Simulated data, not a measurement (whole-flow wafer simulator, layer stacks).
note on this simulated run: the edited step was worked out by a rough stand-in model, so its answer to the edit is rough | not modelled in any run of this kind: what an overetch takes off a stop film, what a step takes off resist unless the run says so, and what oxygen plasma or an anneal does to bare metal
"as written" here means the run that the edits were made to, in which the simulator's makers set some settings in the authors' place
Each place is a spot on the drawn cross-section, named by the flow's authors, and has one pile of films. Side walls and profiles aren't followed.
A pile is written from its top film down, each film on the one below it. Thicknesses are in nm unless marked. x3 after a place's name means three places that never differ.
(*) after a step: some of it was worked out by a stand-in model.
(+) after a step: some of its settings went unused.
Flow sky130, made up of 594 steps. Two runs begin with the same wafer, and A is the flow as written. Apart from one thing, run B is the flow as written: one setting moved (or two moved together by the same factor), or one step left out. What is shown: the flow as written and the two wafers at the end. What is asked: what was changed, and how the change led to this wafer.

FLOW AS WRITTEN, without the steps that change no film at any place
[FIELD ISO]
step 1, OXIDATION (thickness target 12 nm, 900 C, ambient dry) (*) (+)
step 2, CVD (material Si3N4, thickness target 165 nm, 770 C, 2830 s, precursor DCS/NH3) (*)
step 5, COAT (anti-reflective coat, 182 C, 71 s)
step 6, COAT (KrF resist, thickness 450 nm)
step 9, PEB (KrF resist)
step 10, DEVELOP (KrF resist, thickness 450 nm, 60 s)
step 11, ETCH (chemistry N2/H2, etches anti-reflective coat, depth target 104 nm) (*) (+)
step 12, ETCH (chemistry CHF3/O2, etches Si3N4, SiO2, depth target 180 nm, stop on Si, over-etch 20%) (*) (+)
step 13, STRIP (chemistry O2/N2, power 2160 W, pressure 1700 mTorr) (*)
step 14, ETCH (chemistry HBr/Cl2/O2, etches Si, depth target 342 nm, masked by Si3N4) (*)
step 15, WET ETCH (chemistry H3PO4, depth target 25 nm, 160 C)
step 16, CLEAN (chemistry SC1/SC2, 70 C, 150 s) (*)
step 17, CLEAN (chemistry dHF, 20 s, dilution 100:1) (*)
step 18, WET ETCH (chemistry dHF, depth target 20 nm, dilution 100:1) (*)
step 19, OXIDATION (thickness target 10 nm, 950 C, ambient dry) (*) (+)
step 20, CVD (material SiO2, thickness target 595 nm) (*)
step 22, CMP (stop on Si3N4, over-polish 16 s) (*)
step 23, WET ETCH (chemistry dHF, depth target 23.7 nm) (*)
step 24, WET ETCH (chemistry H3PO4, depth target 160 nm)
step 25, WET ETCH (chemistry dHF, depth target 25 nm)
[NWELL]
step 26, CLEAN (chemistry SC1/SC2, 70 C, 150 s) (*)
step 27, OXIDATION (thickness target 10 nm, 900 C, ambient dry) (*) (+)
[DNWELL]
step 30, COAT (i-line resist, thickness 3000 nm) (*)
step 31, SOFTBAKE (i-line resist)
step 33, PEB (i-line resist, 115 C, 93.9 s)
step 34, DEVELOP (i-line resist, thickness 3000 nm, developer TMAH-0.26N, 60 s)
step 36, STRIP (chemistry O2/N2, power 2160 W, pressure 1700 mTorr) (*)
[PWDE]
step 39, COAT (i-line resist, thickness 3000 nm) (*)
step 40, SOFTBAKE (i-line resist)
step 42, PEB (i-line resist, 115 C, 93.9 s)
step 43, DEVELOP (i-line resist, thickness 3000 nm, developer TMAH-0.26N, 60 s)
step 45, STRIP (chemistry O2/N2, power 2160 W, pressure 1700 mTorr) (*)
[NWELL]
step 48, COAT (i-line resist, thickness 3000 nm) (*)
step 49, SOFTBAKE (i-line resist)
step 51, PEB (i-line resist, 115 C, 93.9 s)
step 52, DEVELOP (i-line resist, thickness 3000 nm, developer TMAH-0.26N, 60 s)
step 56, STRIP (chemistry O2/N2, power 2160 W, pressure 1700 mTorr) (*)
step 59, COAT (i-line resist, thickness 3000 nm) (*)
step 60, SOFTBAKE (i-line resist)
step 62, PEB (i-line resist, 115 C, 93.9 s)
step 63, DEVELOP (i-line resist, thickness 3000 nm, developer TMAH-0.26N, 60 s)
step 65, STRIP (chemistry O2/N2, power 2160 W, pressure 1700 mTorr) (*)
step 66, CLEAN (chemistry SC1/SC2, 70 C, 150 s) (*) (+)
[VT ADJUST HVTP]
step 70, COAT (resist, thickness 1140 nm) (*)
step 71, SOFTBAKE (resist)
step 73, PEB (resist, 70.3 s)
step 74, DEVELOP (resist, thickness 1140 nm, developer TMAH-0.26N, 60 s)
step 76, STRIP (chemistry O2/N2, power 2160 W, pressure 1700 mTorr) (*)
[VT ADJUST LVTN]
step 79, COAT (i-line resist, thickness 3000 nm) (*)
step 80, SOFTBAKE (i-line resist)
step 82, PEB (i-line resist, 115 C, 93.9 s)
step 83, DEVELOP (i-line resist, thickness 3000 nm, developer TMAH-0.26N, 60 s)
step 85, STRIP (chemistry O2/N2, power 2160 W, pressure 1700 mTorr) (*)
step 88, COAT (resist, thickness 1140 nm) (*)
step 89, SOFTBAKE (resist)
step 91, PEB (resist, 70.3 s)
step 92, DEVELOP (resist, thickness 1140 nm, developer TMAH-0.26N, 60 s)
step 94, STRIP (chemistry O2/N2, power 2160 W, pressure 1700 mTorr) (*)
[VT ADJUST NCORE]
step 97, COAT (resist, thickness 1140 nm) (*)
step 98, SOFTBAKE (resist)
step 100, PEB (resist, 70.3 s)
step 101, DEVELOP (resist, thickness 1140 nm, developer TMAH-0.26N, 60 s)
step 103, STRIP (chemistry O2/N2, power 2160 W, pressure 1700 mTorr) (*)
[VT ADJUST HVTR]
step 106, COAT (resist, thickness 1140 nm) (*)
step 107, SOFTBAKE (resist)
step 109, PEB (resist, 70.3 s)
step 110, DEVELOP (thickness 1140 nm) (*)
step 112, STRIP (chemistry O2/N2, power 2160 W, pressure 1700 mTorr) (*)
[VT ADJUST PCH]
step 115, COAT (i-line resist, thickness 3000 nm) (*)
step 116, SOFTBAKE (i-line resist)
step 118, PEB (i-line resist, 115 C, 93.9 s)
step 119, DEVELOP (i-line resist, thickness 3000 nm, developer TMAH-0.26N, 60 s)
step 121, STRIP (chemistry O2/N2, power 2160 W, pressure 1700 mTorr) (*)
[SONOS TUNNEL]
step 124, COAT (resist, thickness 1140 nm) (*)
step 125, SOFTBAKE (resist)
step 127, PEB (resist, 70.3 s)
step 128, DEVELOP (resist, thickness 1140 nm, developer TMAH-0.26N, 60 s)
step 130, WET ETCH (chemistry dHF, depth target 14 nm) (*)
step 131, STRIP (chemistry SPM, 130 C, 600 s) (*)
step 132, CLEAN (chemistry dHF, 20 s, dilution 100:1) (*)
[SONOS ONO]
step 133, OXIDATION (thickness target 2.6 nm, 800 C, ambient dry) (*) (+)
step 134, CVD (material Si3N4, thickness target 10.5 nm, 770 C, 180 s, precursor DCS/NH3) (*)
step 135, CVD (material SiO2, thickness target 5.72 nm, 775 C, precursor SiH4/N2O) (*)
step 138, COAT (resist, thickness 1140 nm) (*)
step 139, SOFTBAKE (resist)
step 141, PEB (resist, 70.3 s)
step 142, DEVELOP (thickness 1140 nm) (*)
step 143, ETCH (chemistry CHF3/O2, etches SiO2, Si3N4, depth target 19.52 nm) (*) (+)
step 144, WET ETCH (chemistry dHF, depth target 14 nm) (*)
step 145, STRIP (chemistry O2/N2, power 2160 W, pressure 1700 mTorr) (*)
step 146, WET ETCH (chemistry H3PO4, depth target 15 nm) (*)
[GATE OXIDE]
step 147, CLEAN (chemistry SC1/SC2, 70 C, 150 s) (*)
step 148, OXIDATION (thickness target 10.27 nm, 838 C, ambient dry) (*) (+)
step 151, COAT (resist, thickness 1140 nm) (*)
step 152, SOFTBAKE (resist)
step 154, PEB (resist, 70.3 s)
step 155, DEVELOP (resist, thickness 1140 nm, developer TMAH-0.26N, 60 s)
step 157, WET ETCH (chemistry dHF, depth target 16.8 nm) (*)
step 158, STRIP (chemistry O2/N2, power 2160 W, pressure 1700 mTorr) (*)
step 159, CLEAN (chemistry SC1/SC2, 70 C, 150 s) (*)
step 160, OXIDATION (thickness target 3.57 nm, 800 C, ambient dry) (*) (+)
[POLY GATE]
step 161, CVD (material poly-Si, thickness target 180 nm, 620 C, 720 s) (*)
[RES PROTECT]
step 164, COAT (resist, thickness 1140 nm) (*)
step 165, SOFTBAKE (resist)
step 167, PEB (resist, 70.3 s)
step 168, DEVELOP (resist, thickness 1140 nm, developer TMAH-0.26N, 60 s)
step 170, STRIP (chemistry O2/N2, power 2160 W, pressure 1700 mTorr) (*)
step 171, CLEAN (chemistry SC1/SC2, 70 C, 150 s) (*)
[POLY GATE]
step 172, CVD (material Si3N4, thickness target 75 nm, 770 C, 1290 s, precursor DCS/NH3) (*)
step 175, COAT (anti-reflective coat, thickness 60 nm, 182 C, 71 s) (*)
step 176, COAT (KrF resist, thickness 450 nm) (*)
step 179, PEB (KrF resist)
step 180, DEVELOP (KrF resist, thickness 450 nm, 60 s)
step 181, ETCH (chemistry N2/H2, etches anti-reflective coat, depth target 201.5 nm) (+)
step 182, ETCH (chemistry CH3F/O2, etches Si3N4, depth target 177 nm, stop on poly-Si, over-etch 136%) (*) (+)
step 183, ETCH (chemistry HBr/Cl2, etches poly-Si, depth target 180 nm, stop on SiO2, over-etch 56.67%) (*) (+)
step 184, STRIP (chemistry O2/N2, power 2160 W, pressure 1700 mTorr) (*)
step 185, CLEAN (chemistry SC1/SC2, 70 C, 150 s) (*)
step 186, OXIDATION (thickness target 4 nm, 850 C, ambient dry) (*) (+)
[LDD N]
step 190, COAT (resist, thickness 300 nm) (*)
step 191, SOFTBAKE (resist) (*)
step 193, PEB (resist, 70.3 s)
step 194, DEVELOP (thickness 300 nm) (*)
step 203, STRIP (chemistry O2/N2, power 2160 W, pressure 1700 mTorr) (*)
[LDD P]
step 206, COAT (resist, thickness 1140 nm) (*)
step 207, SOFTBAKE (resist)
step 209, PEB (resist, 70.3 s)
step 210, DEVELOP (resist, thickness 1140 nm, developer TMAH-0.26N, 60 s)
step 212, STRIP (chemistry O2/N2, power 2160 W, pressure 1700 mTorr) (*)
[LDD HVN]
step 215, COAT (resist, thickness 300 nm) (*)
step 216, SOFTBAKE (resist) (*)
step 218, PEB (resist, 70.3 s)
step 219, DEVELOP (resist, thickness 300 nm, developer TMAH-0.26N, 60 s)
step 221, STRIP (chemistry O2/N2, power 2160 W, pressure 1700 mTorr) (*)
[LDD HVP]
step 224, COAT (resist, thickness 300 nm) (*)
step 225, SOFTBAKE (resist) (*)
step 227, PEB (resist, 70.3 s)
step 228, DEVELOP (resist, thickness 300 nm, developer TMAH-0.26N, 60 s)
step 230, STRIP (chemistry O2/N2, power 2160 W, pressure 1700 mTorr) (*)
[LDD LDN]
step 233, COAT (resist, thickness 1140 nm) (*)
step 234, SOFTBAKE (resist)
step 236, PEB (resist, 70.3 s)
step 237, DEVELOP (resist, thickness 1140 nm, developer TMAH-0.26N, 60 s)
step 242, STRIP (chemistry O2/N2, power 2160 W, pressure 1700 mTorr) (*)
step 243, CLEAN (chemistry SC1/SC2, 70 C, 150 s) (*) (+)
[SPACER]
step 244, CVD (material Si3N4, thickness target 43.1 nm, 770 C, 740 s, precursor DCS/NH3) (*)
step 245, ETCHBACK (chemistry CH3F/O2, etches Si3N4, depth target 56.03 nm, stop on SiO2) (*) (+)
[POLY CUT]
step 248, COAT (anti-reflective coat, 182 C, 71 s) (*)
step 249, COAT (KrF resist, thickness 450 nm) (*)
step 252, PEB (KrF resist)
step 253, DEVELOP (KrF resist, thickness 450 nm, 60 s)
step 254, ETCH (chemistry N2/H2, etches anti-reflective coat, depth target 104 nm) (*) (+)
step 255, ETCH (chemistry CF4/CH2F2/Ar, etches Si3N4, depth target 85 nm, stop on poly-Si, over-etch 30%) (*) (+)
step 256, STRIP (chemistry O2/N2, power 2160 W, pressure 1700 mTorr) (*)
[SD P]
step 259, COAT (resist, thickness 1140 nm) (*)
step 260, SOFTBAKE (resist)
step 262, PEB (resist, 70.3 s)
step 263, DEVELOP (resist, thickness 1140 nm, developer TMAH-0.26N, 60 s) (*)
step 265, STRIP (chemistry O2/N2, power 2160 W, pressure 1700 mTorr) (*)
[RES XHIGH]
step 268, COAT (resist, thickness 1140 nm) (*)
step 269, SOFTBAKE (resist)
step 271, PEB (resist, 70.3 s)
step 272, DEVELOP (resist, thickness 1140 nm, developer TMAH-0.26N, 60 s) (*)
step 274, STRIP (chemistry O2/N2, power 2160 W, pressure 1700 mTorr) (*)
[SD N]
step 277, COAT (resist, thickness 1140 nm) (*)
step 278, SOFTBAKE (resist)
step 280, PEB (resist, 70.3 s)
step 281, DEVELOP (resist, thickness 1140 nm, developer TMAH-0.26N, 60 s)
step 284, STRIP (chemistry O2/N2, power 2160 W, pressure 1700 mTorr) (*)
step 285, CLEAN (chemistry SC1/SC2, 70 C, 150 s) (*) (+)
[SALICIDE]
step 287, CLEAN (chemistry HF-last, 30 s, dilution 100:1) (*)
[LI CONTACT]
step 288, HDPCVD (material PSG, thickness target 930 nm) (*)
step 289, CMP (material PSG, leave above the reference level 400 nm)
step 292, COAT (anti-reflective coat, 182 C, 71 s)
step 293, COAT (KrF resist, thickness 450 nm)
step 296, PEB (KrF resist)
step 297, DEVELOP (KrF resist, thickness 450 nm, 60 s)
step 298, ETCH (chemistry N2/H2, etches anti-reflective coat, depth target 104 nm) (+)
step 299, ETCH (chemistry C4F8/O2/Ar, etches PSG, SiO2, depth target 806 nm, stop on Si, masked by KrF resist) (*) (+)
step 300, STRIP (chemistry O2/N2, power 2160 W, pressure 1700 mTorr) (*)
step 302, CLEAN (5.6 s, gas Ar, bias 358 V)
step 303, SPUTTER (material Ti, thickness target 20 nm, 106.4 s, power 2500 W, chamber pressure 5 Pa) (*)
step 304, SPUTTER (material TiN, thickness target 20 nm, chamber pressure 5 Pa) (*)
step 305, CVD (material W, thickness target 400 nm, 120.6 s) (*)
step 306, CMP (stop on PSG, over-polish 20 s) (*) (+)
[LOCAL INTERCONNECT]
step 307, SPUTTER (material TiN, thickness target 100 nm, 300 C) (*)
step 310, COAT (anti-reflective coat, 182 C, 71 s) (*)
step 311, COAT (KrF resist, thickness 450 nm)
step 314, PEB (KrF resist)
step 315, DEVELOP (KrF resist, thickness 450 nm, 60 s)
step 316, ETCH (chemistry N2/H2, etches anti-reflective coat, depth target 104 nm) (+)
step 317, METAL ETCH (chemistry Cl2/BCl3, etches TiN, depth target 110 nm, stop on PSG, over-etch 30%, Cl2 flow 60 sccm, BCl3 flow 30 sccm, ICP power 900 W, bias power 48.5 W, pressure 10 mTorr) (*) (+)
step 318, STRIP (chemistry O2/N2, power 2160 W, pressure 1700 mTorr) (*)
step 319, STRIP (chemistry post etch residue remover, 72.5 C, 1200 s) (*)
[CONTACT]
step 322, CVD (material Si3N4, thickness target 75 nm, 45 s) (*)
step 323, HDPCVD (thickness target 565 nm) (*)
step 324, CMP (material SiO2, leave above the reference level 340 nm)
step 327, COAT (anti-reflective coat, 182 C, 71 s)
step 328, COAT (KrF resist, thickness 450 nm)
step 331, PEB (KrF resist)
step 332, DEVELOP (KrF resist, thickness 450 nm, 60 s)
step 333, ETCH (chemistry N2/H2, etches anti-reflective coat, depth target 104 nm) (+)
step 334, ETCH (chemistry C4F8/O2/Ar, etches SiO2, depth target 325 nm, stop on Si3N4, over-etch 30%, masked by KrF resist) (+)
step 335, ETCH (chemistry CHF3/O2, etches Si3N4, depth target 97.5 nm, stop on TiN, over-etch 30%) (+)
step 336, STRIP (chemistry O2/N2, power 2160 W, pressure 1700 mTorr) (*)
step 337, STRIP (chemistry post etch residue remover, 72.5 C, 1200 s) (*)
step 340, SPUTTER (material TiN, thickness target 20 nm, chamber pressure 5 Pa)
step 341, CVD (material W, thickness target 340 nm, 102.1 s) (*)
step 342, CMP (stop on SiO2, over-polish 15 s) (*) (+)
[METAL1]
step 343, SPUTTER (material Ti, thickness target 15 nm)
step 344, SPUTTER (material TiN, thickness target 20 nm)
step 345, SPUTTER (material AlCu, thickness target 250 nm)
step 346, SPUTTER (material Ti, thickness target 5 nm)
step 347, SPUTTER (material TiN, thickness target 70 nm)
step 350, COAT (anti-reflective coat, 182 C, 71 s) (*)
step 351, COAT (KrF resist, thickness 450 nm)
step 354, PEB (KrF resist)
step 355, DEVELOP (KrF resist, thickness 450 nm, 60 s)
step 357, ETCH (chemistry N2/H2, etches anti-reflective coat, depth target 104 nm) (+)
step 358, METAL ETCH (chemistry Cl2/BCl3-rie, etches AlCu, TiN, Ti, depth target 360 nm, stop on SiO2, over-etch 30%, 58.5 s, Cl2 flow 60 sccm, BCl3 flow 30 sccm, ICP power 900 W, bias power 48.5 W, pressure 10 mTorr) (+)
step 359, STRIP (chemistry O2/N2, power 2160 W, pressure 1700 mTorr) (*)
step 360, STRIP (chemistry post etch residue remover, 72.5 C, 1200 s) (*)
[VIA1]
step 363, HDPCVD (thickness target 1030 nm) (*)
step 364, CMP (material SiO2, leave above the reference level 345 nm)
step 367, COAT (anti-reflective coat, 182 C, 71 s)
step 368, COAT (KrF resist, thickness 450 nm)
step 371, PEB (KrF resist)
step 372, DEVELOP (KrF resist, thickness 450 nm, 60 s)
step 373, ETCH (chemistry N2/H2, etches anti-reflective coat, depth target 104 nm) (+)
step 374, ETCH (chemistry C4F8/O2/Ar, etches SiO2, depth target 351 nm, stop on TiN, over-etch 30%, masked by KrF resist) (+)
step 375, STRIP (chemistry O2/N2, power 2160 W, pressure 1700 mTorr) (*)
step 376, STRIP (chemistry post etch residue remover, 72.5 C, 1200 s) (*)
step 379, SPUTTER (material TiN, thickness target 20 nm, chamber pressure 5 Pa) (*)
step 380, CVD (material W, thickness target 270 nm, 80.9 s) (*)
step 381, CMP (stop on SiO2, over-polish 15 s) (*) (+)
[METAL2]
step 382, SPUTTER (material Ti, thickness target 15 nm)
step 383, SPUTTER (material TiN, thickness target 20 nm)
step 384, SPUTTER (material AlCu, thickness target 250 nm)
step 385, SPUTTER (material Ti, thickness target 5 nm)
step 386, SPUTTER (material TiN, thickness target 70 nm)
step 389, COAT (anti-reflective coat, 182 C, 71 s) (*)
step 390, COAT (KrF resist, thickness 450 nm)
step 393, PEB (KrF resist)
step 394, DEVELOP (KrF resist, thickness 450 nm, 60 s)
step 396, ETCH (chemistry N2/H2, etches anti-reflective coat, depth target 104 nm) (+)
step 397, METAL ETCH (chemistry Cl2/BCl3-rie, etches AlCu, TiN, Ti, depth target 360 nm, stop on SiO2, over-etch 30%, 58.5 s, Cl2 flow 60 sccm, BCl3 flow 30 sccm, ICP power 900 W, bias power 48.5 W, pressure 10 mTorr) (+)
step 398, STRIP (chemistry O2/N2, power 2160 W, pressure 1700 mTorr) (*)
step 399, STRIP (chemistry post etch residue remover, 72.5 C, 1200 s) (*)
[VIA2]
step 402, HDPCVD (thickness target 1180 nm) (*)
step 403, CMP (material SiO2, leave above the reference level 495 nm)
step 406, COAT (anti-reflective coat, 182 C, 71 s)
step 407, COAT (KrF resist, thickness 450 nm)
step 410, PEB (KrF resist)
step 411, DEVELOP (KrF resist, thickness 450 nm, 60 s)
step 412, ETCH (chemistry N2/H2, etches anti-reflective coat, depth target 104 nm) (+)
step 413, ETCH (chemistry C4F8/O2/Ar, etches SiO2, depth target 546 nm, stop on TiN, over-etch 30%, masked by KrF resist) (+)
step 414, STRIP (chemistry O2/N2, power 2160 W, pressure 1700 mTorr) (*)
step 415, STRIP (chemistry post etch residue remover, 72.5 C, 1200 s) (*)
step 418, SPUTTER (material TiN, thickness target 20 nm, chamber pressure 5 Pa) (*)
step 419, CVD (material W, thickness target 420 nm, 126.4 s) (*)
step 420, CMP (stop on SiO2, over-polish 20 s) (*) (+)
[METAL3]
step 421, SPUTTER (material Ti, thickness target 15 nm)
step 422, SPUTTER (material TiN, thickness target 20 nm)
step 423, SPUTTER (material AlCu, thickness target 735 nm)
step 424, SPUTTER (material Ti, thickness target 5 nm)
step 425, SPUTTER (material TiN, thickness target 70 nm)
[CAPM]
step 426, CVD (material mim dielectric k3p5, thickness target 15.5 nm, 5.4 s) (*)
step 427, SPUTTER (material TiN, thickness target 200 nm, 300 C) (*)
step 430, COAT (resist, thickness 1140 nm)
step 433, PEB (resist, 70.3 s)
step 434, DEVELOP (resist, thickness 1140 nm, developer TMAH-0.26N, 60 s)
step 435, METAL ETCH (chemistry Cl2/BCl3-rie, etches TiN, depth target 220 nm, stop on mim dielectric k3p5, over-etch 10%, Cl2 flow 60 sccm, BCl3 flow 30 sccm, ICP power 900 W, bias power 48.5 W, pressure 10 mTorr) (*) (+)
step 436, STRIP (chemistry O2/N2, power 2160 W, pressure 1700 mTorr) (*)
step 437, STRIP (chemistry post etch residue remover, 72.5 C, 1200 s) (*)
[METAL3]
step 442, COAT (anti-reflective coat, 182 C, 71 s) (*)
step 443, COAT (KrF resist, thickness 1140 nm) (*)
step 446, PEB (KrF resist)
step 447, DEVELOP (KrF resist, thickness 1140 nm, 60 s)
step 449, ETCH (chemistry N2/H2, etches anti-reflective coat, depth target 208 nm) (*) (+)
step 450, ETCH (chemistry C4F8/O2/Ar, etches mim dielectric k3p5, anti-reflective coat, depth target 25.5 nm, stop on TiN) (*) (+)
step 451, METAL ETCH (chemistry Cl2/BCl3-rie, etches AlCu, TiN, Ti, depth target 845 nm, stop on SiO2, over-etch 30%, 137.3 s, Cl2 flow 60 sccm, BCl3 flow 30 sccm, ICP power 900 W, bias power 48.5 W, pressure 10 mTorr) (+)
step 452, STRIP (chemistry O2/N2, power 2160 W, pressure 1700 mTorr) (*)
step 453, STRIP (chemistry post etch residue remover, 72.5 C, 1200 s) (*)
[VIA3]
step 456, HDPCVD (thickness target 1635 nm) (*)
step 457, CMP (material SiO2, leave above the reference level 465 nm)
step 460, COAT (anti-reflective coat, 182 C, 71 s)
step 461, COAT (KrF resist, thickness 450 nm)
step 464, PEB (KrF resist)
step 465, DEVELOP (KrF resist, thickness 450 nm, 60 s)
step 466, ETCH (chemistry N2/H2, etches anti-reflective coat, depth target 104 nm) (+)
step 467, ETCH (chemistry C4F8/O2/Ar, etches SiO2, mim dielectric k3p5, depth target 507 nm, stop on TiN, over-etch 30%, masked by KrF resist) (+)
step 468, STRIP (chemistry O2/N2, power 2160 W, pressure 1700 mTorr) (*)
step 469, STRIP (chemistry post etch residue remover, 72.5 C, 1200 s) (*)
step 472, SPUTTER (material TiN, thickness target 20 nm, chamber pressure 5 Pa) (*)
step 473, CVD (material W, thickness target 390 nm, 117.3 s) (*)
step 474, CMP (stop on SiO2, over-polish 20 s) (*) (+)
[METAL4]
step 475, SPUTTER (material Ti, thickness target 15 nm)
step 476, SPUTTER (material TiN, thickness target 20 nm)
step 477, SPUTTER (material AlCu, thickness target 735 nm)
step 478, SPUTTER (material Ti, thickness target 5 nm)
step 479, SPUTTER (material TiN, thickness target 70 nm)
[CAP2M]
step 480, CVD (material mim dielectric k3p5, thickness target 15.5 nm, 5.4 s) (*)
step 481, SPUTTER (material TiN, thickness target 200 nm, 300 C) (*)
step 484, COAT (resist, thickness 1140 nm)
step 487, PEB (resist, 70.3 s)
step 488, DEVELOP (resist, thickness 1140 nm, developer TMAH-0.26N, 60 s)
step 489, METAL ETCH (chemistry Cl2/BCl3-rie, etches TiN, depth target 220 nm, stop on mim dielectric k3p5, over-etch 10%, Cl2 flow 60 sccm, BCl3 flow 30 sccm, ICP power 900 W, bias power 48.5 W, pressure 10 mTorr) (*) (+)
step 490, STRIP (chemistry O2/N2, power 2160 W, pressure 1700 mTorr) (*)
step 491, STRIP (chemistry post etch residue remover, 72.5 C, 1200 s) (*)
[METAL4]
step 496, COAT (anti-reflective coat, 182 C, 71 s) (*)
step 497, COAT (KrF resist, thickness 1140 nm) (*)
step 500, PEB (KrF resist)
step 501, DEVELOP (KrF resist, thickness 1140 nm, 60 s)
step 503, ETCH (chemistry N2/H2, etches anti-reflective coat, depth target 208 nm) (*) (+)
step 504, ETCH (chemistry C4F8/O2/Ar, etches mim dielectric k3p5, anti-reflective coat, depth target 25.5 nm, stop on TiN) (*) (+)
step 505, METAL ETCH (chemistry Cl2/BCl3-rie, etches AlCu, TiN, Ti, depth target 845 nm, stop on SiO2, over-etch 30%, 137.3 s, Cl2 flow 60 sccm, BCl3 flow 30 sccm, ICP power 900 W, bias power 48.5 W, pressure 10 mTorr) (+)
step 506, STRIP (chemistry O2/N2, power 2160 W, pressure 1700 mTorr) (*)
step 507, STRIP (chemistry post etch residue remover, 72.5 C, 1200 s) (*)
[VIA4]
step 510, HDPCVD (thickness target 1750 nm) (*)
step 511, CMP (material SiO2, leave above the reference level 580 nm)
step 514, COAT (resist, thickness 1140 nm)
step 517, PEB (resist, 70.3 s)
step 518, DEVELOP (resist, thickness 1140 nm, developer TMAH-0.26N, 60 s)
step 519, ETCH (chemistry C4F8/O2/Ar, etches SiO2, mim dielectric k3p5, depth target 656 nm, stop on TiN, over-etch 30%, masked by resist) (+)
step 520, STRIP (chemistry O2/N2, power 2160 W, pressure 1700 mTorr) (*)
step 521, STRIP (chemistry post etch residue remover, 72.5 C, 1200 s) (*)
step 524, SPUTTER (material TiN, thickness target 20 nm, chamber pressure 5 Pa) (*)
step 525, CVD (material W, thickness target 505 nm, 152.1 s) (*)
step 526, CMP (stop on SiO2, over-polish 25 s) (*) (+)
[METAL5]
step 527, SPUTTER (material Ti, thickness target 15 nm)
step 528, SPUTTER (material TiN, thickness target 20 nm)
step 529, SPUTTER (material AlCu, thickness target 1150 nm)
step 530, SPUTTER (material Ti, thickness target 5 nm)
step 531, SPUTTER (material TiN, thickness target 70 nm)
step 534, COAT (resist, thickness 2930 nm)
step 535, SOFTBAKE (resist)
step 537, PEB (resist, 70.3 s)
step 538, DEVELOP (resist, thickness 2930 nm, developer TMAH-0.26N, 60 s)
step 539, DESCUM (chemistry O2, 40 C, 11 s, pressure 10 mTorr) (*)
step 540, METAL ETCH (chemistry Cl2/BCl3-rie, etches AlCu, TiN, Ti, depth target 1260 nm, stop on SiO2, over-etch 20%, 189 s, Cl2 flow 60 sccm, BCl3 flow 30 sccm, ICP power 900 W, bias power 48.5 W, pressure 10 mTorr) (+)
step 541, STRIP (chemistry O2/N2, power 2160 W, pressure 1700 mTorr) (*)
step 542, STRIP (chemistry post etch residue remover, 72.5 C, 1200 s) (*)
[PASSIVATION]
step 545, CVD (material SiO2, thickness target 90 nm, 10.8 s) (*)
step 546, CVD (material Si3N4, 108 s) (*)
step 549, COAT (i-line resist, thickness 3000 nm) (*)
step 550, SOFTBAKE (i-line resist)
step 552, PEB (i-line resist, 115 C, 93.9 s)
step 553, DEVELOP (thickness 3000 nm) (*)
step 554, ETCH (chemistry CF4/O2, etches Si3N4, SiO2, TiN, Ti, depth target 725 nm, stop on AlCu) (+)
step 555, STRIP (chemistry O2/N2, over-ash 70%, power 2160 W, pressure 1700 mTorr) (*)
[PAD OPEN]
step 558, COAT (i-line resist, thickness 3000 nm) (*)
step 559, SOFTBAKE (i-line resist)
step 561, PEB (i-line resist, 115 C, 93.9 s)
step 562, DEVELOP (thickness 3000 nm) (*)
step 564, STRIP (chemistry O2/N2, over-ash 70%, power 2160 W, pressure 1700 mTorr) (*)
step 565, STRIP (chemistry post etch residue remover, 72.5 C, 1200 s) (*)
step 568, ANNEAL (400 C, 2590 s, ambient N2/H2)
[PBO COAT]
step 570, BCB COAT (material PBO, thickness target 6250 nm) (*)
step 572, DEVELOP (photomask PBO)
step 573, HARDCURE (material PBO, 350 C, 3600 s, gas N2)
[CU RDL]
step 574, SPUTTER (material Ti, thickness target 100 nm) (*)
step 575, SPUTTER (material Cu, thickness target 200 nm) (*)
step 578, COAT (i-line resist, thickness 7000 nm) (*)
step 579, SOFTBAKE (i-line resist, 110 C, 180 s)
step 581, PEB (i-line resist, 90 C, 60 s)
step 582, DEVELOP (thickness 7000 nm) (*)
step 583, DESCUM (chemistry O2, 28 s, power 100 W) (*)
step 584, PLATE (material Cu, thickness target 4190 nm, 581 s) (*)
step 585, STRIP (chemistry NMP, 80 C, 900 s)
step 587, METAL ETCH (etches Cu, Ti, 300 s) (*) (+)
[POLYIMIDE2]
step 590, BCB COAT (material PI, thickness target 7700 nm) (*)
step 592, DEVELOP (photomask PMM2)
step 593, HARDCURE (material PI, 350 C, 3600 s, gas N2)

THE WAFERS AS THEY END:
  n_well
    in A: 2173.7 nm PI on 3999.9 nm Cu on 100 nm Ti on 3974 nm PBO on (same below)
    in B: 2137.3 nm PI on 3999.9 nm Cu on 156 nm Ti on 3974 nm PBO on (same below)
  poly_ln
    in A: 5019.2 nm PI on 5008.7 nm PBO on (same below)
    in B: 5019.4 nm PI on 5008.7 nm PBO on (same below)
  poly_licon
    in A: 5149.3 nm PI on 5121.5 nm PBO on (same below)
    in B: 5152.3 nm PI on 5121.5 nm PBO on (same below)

What caused this: step 574, SPUTTER: thickness target 156 nm was run, though the flow has thickness target 100 nm.
The wafer itself shows it: n_well has Ti 156, and step 574 as written asks for 100 nm.

How this came from the change, step by step:
  step 574, SPUTTER (material Ti, thickness target 100 nm) (*)
      field, active, n_well and 190 more: A +100 Ti (new film) | B +156 Ti (new film)
  step 587, METAL ETCH (etches Cu, Ti, 300 s) (*) (+)
      field, active, gate and 167 more: A -200 Cu (all of it), -100 Ti (all of it) | B -200 Cu (all of it), -156 Ti (all of it)
  step 590, BCB COAT (material PI, thickness target 7700 nm) (*)
      de16_gate_nw: A +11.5 um PI (new film) | B +11.56 um PI (new film)
